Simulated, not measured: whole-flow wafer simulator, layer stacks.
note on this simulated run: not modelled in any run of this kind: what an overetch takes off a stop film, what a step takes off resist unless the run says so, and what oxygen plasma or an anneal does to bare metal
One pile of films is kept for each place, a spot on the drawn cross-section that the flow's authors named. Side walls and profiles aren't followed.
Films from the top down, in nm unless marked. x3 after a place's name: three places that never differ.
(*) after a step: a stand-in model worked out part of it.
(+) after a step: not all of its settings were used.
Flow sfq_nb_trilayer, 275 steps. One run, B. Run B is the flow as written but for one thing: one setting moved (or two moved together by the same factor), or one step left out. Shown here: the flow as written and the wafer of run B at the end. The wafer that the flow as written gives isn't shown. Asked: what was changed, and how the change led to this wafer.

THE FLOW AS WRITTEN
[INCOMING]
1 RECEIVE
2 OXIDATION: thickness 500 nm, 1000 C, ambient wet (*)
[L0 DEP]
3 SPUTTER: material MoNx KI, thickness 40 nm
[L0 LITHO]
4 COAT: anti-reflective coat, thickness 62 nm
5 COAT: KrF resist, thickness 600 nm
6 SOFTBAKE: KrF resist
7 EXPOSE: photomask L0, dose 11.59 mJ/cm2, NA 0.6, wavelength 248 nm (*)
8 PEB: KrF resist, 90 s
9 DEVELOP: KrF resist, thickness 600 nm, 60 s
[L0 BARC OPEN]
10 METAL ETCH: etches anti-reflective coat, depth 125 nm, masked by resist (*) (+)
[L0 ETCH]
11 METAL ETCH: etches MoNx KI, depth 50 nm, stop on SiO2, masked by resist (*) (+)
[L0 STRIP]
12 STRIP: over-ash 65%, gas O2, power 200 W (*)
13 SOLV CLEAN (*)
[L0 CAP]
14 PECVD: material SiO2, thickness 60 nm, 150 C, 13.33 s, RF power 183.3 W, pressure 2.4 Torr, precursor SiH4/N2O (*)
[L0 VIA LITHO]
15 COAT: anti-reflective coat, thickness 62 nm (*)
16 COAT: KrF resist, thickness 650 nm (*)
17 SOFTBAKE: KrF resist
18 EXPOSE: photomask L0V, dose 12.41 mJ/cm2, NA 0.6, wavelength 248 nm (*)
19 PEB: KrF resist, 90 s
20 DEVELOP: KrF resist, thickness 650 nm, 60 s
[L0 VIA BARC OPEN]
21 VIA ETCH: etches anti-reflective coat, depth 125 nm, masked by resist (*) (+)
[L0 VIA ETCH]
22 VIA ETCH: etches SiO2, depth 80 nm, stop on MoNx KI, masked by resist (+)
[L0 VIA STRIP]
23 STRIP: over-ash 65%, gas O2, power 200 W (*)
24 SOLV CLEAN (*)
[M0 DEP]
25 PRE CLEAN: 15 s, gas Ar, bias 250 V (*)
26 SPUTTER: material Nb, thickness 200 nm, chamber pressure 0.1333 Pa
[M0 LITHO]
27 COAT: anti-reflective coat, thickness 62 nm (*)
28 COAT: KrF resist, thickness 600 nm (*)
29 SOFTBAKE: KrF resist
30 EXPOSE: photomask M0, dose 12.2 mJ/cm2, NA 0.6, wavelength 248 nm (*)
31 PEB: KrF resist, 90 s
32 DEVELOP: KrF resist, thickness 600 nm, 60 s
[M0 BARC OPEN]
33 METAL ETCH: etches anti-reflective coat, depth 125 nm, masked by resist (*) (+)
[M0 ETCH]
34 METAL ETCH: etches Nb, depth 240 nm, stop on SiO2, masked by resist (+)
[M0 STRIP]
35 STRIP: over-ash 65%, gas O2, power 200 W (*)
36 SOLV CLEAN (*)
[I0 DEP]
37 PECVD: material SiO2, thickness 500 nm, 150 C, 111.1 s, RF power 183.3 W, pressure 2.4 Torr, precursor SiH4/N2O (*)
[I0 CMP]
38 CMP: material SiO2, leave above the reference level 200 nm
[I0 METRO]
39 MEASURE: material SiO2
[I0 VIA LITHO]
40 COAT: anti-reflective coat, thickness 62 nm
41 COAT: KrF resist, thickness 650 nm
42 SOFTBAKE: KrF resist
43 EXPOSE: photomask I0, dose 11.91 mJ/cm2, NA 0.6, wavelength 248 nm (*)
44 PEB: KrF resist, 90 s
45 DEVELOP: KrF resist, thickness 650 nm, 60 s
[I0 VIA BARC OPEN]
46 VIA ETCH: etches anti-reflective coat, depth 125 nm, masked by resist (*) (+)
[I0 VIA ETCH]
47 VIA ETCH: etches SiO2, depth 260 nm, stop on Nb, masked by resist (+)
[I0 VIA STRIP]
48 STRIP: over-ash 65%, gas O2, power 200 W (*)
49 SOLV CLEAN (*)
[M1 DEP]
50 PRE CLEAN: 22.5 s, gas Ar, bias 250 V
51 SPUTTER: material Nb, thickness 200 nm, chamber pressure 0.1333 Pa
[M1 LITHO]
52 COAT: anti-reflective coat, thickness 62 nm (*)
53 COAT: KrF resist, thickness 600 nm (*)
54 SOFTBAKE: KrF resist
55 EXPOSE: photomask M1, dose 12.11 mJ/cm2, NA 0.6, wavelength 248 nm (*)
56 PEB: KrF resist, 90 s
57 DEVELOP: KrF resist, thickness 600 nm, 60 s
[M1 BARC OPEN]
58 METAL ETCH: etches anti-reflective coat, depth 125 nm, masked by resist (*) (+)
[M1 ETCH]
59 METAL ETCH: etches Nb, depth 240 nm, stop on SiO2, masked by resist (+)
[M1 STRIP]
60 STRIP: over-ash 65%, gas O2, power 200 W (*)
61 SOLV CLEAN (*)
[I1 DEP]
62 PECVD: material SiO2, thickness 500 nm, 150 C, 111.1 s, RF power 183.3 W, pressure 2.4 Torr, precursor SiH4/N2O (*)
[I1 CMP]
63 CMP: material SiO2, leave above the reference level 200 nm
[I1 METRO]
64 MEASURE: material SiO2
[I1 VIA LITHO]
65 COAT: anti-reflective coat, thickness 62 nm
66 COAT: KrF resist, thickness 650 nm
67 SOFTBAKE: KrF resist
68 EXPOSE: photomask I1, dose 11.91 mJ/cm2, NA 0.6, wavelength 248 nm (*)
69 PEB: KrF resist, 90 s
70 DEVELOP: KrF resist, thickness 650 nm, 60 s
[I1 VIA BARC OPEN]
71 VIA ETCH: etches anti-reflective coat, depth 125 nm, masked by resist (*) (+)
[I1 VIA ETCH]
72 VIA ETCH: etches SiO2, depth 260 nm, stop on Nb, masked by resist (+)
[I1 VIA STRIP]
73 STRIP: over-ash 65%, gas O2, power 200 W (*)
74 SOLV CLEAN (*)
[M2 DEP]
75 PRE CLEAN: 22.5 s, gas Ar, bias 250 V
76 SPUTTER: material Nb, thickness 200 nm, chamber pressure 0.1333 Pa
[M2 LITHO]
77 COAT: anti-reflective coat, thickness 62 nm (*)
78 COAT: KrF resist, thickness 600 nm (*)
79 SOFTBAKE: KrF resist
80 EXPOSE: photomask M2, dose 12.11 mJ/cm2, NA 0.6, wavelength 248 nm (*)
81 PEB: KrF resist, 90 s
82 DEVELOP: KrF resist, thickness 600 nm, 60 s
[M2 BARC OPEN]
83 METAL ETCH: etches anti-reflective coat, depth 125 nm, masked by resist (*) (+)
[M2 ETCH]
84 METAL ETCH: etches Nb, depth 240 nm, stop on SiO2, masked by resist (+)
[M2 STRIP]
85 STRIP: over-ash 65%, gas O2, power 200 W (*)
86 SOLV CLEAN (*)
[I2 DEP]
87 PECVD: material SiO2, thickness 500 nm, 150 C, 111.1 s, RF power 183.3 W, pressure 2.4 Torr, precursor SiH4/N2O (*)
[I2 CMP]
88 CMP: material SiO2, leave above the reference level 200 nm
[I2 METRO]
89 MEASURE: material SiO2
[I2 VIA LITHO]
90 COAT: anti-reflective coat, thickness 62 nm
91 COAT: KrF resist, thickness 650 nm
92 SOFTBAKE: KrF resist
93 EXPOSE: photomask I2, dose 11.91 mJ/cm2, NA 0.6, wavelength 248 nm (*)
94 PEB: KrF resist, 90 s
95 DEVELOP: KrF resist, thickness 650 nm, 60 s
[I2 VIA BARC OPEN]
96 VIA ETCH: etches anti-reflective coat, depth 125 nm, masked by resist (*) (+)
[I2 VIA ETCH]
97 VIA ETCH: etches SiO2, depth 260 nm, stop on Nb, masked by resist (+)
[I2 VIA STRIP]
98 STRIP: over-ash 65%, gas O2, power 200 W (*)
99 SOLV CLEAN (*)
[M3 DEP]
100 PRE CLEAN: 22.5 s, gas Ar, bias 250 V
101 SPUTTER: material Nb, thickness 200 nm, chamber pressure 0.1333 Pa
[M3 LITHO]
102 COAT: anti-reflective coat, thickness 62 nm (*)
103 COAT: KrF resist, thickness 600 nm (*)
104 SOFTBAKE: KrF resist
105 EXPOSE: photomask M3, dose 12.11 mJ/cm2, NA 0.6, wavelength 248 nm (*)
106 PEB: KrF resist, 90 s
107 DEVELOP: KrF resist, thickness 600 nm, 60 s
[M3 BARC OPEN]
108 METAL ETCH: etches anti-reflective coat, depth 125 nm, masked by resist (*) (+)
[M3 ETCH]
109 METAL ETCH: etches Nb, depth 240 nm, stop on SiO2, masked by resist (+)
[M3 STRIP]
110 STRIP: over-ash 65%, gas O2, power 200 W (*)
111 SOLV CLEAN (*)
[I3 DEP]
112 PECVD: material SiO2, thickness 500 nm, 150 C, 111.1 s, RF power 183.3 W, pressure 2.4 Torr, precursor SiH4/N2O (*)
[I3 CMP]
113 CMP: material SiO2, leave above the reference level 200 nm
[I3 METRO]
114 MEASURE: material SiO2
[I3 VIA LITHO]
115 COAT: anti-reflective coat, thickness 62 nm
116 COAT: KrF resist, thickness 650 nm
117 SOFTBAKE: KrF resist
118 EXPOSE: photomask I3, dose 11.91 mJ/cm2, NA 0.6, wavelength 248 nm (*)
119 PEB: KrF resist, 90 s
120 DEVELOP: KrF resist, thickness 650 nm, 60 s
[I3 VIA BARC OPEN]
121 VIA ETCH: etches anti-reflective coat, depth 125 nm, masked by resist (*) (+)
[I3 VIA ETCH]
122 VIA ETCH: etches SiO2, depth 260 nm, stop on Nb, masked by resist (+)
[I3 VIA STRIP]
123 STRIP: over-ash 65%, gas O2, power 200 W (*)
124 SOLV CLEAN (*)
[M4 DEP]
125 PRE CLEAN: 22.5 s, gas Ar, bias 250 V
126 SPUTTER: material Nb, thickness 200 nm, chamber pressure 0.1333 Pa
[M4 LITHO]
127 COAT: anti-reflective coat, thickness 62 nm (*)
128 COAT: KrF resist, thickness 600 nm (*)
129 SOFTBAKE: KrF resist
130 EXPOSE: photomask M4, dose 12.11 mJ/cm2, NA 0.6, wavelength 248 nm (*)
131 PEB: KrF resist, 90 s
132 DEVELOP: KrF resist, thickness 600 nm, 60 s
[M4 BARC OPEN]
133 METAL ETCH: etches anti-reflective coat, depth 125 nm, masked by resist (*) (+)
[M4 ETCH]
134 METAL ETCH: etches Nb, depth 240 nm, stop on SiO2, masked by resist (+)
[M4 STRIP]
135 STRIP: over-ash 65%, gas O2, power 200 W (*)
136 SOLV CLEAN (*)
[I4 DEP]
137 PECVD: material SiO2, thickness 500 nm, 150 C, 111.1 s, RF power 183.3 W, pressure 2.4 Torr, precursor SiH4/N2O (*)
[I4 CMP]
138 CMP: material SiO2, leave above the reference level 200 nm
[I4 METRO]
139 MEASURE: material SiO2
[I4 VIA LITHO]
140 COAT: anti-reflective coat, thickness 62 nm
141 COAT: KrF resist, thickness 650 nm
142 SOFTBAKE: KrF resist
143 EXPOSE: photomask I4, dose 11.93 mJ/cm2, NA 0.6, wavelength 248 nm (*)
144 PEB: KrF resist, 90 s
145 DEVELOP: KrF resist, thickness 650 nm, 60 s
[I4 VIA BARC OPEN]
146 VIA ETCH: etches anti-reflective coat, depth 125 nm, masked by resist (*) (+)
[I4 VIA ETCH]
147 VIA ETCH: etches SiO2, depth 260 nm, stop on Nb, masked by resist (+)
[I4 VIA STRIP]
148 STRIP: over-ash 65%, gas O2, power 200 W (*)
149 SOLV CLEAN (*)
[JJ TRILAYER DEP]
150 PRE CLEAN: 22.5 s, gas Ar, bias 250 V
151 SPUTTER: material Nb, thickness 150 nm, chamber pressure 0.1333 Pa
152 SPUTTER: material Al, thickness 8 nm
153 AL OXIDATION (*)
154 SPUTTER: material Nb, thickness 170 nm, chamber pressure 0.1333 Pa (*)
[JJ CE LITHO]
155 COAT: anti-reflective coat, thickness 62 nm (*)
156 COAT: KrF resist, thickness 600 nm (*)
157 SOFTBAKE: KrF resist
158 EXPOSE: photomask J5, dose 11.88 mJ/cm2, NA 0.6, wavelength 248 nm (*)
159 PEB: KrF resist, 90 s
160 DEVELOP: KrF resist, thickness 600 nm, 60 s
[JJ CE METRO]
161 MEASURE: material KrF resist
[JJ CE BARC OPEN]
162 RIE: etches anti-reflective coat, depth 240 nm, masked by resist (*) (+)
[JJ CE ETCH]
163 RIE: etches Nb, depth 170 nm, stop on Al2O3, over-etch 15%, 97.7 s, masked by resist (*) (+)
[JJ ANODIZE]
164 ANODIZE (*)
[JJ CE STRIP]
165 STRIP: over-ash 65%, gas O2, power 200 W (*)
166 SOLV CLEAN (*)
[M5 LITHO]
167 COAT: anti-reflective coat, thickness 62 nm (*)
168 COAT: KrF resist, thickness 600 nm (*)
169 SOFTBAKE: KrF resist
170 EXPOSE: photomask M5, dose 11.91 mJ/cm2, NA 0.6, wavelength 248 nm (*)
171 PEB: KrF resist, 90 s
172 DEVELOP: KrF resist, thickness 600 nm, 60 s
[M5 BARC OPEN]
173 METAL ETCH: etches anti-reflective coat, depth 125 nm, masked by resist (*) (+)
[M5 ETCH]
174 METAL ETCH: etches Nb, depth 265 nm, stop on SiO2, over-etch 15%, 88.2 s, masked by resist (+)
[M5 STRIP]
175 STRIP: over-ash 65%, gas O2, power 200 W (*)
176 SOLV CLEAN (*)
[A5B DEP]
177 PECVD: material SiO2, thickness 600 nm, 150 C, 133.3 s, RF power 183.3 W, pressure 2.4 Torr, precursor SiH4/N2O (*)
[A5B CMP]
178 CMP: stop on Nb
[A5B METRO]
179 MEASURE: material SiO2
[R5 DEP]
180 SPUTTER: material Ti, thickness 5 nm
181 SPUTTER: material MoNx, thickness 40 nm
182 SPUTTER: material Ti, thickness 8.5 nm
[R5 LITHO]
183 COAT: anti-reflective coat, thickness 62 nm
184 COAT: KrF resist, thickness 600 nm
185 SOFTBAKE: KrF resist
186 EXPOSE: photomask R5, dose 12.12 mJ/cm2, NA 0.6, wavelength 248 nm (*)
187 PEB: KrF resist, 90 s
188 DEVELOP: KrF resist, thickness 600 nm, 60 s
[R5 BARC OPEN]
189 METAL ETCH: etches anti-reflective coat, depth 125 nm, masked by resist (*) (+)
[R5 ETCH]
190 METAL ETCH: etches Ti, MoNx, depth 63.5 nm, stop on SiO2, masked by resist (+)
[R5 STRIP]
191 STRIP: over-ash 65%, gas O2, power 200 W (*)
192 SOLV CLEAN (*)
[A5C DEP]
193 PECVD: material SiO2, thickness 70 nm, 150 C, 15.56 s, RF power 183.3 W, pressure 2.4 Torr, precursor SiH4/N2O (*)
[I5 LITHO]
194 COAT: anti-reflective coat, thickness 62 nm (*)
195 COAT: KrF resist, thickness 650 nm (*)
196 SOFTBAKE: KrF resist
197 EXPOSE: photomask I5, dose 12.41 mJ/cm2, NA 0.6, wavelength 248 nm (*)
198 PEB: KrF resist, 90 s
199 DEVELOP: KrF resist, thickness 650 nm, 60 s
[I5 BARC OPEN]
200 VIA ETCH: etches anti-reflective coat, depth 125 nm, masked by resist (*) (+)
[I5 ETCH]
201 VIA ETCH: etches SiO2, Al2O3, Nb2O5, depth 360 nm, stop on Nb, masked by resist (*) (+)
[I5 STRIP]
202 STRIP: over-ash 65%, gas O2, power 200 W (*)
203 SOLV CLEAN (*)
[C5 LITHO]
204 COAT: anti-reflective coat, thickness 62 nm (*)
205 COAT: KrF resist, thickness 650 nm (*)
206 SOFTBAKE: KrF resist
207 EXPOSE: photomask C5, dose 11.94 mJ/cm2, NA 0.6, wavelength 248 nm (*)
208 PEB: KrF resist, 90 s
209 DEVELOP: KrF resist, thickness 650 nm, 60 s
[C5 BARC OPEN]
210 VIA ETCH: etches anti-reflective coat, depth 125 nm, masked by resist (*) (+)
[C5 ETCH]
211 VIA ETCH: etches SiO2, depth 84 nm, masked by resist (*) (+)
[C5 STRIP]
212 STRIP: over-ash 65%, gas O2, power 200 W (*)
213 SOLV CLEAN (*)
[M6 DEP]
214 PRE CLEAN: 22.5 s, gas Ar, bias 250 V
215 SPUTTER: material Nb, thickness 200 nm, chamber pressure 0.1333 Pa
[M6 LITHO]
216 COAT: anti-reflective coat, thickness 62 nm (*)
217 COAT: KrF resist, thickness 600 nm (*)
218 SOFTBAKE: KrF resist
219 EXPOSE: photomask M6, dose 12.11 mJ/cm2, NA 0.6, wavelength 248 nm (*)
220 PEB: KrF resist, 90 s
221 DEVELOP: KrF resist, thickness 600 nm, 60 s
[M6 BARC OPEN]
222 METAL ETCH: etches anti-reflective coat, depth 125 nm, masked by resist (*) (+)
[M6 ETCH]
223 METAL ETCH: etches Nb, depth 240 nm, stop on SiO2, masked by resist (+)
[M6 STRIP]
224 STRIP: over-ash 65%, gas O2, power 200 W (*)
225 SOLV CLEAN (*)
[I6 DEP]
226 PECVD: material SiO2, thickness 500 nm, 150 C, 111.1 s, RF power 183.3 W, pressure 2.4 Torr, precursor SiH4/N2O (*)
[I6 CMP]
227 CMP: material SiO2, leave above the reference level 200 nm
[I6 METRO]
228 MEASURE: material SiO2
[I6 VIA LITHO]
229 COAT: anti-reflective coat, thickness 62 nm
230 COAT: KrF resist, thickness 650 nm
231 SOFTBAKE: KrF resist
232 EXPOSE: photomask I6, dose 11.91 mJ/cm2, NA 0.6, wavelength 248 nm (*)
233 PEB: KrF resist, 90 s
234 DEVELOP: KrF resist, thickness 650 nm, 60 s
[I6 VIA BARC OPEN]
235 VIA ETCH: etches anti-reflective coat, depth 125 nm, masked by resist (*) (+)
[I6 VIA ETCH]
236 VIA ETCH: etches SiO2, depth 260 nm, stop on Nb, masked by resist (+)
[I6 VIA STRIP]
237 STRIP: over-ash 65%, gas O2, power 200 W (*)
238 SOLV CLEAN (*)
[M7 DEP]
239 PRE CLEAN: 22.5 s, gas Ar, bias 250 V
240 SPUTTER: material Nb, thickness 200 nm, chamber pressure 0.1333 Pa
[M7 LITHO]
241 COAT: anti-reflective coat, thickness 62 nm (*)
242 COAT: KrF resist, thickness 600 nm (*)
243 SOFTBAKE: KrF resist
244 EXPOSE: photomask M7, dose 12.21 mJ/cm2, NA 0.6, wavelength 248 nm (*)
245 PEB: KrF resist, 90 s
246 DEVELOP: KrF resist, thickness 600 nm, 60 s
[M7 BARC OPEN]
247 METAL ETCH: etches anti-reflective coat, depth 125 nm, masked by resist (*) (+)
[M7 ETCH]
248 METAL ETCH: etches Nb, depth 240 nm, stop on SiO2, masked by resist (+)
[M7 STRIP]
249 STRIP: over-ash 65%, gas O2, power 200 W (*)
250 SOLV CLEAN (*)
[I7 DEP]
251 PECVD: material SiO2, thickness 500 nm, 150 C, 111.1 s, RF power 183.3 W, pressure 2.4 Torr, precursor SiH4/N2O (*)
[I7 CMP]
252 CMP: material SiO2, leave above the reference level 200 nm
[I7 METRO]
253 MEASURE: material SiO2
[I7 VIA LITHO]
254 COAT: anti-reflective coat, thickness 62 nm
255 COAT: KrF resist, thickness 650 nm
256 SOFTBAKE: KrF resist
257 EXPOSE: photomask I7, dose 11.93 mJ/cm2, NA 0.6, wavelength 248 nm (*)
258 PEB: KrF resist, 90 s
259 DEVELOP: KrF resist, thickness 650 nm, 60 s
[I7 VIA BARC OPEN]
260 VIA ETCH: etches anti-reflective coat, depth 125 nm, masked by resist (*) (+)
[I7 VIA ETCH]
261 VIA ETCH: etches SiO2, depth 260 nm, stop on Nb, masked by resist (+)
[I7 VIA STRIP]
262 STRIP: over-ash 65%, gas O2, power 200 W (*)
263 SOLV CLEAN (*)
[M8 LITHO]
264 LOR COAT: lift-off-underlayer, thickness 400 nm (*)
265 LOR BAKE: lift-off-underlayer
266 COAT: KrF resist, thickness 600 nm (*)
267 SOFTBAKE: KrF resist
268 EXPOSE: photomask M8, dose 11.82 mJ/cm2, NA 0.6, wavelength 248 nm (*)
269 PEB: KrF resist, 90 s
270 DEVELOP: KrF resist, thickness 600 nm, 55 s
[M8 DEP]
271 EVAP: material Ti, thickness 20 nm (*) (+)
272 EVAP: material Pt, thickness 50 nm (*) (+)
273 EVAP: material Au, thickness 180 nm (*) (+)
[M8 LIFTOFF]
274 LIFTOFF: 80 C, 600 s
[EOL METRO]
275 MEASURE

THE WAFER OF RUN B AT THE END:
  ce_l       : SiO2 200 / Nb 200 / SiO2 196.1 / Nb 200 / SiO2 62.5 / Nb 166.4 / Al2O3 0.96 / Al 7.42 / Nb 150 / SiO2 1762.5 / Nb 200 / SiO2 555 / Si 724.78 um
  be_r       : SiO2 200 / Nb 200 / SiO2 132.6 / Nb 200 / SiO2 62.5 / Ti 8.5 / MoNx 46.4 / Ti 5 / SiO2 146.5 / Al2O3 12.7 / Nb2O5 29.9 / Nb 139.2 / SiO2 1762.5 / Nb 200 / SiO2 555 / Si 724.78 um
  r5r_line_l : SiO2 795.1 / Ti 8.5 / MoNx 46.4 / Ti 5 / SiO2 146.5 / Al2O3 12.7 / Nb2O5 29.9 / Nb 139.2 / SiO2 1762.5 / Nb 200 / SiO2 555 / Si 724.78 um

The cause: step 181, SPUTTER: thickness 46.4 nm was run, where the flow has thickness 40 nm.
It can be read off the wafer: be_r has MoNx 46.4, and step 181 as written asks for 40 nm.

How the change led to this, step by step:
  181 SPUTTER: material MoNx, thickness 40 nm
      field_l, v_sur, via_wl and 103 more: MoNx +46.4 (new film) (as written it would be: MoNx +40 (new film))
  190 METAL ETCH: etches Ti, MoNx, depth 63.5 nm, stop on SiO2, masked by resist (+)
      field_l, v_sur, via_wl and 92 more: Ti -8.5 (all of it), MoNx -46.4 (all of it), Ti -5 (all of it) (as written it would be: Ti -8.5 (all of it), MoNx -40 (all of it), Ti -5 (all of it))
      ce_l, c5j, ce_r, wl_jj: Ti -8.5 (all of it), MoNx -46.4 (all of it), Ti -5 (all of it), Nb -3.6 (as written it would be: Ti -8.5 (all of it), MoNx -40 (all of it), Ti -5 (all of it), Nb -10)
  194 COAT: anti-reflective coat, thickness 62 nm (*)
      r5r_spacepad_l, r5r_spacepad_r: anti-reflective coat +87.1 (new film) (as written it would be: anti-reflective coat +84.4 (new film))
      ce_l: anti-reflective coat +64.4 (new film) (as written it would be: anti-reflective coat +67.2 (new film))
      (and at 7 more places)
  202 STRIP: over-ash 65%, gas O2, power 200 W (*)
      r5r_spacepad_l, r5r_spacepad_r: KrF resist -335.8 (all of it), anti-reflective coat -87.1 (all of it) (as written it would be: KrF resist -335.6 (all of it), anti-reflective coat -84.4 (all of it))
      ce_l: KrF resist -339.8 (all of it), anti-reflective coat -64.4 (all of it) (as written it would be: KrF resist -341.5 (all of it), anti-reflective coat -67.2 (all of it))
      (and at 7 more places)
  204 COAT: anti-reflective coat, thickness 62 nm (*)
      r5r_spacepad_l, r5r_spacepad_r: anti-reflective coat +87.1 (new film) (as written it would be: anti-reflective coat +84.4 (new film))
      ce_l: anti-reflective coat +63.2 (new film) (as written it would be: anti-reflective coat +66 (new film))
      (and at 8 more places)
  210 VIA ETCH: etches anti-reflective coat, depth 125 nm, masked by resist (*) (+)
      c5j: anti-reflective coat -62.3 (all of it), SiO2 -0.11 (as written it would be: anti-reflective coat -63.9 (all of it), SiO2 -0.11)
  212 STRIP: over-ash 65%, gas O2, power 200 W (*)
      r5r_spacepad_l, r5r_spacepad_r: KrF resist -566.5 (all of it), anti-reflective coat -87.1 (all of it) (as written it would be: KrF resist -565.8 (all of it), anti-reflective coat -84.4 (all of it))
      ce_l: KrF resist -566.2 (all of it), anti-reflective coat -63.2 (all of it) (as written it would be: KrF resist -567.4 (all of it), anti-reflective coat -66 (all of it))
      (and at 7 more places)
  216 COAT: anti-reflective coat, thickness 62 nm (*)
      r5r_spacepad_l, r5r_spacepad_r: anti-reflective coat +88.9 (new film) (as written it would be: anti-reflective coat +85.7 (new film))
      jj_sur: anti-reflective coat +57.7 (new film) (as written it would be: anti-reflective coat +56.1 (new film))
      (and at 4 more places)
  222 METAL ETCH: etches anti-reflective coat, depth 125 nm, masked by resist (*) (+)
      r5r_spacepad_l, r5r_spacepad_r: anti-reflective coat -88.9 (all of it) (as written it would be: anti-reflective coat -85.7 (all of it))
  224 STRIP: over-ash 65%, gas O2, power 200 W (*)
      jj_sur: KrF resist -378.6 (all of it), anti-reflective coat -57.7 (all of it) (as written it would be: KrF resist -378.5 (all of it), anti-reflective coat -56.1 (all of it))
      ce_l: KrF resist -394.6 (all of it), anti-reflective coat -46.1 (all of it) (as written it would be: KrF resist -397.1 (all of it), anti-reflective coat -48 (all of it))
      (and at 3 more places)
  227 CMP: material SiO2, leave above the reference level 200 nm
      r5r_line_l, r5r_spacepad_l, r5r_spacepad_r, r5r_line_c, r5r_line_r: SiO2 -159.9 (as written it would be: SiO2 -153.5)
      ce_l, ce_r, wl_jj: SiO2 -296.4 (as written it would be: SiO2 -290)
      (and at 2 more places)
